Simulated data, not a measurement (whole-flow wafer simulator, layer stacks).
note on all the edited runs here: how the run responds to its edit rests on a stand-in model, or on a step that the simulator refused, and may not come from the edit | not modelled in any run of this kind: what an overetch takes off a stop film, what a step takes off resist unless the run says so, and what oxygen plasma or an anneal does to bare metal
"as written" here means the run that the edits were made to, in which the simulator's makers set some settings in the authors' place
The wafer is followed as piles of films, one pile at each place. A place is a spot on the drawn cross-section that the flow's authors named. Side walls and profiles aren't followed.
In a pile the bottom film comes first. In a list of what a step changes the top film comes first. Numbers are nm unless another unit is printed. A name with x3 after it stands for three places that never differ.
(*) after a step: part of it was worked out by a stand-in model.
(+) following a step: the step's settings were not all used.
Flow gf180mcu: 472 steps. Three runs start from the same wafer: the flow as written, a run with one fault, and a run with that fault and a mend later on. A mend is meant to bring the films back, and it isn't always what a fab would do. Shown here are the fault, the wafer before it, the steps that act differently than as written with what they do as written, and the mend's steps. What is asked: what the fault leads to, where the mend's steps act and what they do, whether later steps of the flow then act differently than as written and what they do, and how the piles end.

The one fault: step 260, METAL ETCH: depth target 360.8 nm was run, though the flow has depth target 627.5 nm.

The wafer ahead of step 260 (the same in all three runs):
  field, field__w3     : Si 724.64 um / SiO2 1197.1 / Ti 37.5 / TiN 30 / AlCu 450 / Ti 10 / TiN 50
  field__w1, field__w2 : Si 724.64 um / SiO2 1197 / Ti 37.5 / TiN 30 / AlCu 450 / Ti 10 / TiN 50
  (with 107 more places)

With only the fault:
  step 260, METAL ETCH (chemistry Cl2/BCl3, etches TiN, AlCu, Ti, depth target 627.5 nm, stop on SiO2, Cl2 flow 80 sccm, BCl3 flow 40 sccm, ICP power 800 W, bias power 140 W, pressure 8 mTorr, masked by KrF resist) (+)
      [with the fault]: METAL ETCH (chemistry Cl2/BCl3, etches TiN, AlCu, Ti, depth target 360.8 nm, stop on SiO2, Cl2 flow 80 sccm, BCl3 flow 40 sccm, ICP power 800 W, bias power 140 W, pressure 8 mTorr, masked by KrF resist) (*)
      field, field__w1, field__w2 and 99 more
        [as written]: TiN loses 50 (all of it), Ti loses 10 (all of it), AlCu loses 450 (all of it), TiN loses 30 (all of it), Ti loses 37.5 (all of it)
        [with the fault]: TiN loses 50 (all of it), Ti loses 10 (all of it), AlCu loses 300.8
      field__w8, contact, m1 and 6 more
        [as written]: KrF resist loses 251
        [with the fault]: KrF resist loses 144.3
  Steps further on in the flow that do not act as written:
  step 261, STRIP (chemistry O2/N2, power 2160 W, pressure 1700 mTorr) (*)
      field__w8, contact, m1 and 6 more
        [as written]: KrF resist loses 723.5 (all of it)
        [with the fault]: KrF resist loses 830.2 (all of it)
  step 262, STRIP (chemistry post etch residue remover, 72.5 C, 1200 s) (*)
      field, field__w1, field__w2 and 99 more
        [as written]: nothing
        [with the fault]: AlCu loses 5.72
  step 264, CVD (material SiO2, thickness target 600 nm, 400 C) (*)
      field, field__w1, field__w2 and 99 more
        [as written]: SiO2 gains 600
        [with the fault]: SiO2 gains 600 (new film)
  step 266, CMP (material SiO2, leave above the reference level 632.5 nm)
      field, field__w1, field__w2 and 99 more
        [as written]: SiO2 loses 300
        [with the fault]: SiO2 loses 511
  The piles end different from the flow's at field, field__w1, field__w2 and 100 more by more than 2% or 0.5 nm, whichever is larger.
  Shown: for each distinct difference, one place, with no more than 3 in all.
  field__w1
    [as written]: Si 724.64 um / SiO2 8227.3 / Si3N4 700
    [with the fault]: Si 724.64 um / SiO2 1197 / Ti 37.5 / TiN 30 / AlCu 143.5 / SiO2 6819.3 / Si3N4 700
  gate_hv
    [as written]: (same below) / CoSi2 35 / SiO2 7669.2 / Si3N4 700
    [with the fault]: (same below) / CoSi2 35 / SiO2 638.9 / Ti 37.5 / TiN 30 / AlCu 143.5 / SiO2 6819.3 / Si3N4 700
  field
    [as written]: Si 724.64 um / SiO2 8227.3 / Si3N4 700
    [with the fault]: Si 724.64 um / SiO2 1197.1 / Ti 37.5 / TiN 30 / AlCu 143.5 / SiO2 6819.3 / Si3N4 700

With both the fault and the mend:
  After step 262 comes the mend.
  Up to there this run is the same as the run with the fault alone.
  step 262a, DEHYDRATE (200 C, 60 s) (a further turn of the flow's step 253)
      alters no film at any place that is followed
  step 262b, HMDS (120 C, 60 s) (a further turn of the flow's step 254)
      alters no film at any place that is followed
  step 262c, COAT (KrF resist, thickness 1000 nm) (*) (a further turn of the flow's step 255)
      iso_ptap_pw, iso_ntap_nw, iso_nw_fld and 33 more
        KrF resist gains 1000 (new film)
      field_sub__w2, field_sub__w4, gate and 10 more
        KrF resist gains 1002.3 (new film)
      p_well, sti, spacer and 7 more
        KrF resist gains 1002.5 (new film)
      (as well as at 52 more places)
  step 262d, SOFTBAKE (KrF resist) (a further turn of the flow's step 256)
      alters no film at any place that is followed
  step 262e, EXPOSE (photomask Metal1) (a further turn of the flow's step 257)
      alters no film at any place that is followed
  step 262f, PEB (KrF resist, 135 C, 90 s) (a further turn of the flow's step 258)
      field__w1, field__w2, field__w3 and 57 more
        KrF resist loses 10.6
      iso_ptap_pw, iso_ntap_nw, iso_nw_fld and 33 more
        KrF resist loses 10.5
      sd_p, gate_p, nw_sep_fld
        KrF resist loses 10.7
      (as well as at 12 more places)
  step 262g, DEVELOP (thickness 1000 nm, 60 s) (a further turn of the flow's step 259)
      iso_ptap_pw, iso_ntap_nw, iso_nw_fld and 33 more
        KrF resist loses 989.5 (all of it)
      field_sub__w2, field_sub__w4, active and 10 more
        KrF resist loses 991.7 (all of it)
      field__w5, field__w9, field_sub__w1 and 7 more
        KrF resist loses 991.8 (all of it)
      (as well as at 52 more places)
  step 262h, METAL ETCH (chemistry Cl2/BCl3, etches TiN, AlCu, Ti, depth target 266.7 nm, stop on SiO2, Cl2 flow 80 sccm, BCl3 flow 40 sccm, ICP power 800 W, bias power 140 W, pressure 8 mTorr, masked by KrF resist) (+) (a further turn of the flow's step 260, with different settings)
      field, field__w1, field__w2 and 99 more
        AlCu loses 143.5 (all of it), TiN loses 30 (all of it), Ti loses 37.5 (all of it)
      field__w8, contact, m1 and 6 more
        KrF resist loses 106.7
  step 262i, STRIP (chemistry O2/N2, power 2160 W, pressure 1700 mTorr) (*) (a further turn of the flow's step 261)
      field__w8
        KrF resist loses 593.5 (all of it)
      contact
        KrF resist loses 591.6 (all of it)
      m1
        KrF resist loses 593.7 (all of it)
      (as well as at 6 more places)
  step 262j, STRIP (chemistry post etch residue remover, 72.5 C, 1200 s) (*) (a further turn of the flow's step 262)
      field__w8, contact, m1 and 6 more
        TiN loses 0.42
  Later steps of the flow that are run all act as written at every place that is followed, up to a difference of at most 2% or 0.5 nm, whichever is larger.
  When the end is reached, the piles differ only a little from the flow's at the places that both follow, at most by 2% or 0.5 nm, whichever is larger.
